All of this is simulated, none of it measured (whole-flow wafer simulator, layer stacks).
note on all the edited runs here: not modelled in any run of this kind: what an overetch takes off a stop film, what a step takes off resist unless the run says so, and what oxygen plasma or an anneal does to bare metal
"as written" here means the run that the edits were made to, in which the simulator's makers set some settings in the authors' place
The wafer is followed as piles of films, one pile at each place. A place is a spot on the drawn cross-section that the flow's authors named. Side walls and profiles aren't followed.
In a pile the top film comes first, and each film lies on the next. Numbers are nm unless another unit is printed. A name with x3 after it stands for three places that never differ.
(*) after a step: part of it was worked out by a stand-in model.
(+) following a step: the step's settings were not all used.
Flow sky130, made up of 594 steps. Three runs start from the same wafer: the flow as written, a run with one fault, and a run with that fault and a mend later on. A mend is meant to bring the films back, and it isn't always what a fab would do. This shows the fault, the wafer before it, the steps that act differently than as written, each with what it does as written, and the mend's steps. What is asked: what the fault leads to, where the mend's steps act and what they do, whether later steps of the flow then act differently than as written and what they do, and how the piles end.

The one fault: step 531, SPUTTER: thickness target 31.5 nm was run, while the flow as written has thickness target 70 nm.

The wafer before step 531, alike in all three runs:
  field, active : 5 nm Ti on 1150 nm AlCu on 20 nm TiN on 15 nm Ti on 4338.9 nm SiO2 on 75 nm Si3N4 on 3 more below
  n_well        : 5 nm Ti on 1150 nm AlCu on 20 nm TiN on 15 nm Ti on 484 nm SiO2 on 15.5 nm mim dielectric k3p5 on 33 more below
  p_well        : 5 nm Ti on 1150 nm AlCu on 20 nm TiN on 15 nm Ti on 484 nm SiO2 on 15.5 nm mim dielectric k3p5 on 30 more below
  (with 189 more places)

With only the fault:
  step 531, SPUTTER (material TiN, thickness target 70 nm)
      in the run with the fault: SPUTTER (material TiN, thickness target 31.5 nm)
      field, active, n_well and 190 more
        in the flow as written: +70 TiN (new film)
        in the run with the fault: +31.5 TiN (new film)
  Steps further on in the flow that do not act as written (15 other steps are not shown; they differ only slightly, by no more than 2% or 0.5 nm, whichever is larger):
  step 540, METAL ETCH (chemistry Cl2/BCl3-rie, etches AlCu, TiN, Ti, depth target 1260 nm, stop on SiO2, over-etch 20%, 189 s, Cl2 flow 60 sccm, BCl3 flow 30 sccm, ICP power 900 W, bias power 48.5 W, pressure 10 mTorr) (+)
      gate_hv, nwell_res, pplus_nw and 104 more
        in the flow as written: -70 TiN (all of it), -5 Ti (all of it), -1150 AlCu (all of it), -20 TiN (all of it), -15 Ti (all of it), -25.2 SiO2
        in the run with the fault: -31.5 TiN (all of it), -5 Ti (all of it), -1150 AlCu (all of it), -20 TiN (all of it), -15 Ti (all of it), -29.1 SiO2
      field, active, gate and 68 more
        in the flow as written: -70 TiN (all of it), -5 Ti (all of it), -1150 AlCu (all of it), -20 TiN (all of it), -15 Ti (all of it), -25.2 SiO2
        in the run with the fault: -31.5 TiN (all of it), -5 Ti (all of it), -1150 AlCu (all of it), -20 TiN (all of it), -15 Ti (all of it), -29 SiO2
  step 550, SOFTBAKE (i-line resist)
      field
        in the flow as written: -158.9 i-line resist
        in the run with the fault: -155.5 i-line resist
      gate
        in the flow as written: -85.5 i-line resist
        in the run with the fault: -81.7 i-line resist
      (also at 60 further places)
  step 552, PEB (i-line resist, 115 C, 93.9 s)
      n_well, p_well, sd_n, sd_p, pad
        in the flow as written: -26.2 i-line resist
        in the run with the fault: -26.8 i-line resist
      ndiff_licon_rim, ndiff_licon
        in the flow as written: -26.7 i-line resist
        in the run with the fault: -27.3 i-line resist
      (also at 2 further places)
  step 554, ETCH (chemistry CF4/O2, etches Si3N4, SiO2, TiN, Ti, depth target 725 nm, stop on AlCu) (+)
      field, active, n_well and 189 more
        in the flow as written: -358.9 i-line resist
        in the run with the fault: -320.4 i-line resist
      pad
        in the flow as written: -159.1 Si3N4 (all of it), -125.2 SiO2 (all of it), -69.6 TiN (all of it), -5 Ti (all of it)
        in the run with the fault: -159.1 Si3N4 (all of it), -125.2 SiO2 (all of it), -31.1 TiN (all of it), -5 Ti (all of it)
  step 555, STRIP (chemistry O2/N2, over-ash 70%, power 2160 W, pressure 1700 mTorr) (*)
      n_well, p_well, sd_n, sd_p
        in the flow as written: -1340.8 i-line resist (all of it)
        in the run with the fault: -1413.1 i-line resist (all of it)
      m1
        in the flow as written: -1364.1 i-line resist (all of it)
        in the run with the fault: -1435.7 i-line resist (all of it)
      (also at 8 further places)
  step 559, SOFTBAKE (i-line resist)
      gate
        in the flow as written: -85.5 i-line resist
        in the run with the fault: -81.7 i-line resist
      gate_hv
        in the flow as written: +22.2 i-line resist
        in the run with the fault: +21.2 i-line resist
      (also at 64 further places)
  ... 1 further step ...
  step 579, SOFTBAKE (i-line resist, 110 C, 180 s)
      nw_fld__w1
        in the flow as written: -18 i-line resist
        in the run with the fault: -17.4 i-line resist
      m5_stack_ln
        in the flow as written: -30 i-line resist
        in the run with the fault: -29 i-line resist
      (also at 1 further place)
  By the end, the piles at n_well, p_well, sd_n and 11 more depart from the flow's by more than 2% or 0.5 nm, whichever is larger.
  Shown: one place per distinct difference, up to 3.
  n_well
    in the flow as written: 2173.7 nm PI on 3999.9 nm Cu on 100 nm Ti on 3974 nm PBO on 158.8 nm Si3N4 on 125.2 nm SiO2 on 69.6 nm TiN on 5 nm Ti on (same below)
    in the run with the fault: 2178.2 nm PI on 3999.9 nm Cu on 100 nm Ti on 4001.7 nm PBO on 158.8 nm Si3N4 on 125.2 nm SiO2 on 31.1 nm TiN on 5 nm Ti on (same below)
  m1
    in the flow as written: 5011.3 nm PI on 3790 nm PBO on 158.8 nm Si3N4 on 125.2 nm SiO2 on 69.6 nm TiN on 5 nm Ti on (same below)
    in the run with the fault: 5013.3 nm PI on 3822 nm PBO on 158.8 nm Si3N4 on 125.2 nm SiO2 on 31.1 nm TiN on 5 nm Ti on (same below)
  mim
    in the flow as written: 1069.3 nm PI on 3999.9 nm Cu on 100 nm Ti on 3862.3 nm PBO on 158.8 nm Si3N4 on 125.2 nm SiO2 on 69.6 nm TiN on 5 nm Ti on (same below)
    in the run with the fault: 1072.7 nm PI on 3999.9 nm Cu on 100 nm Ti on 3892.2 nm PBO on 158.8 nm Si3N4 on 125.2 nm SiO2 on 31.1 nm TiN on 5 nm Ti on (same below)

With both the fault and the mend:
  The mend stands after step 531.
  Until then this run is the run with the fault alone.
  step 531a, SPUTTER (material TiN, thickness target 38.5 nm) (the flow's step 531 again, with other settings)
      field, active, n_well and 190 more
        +38.5 TiN
  Every later step of the flow that is run acts as written at every place that is followed.
  The piles end the same as the flow's at every place that both follow.
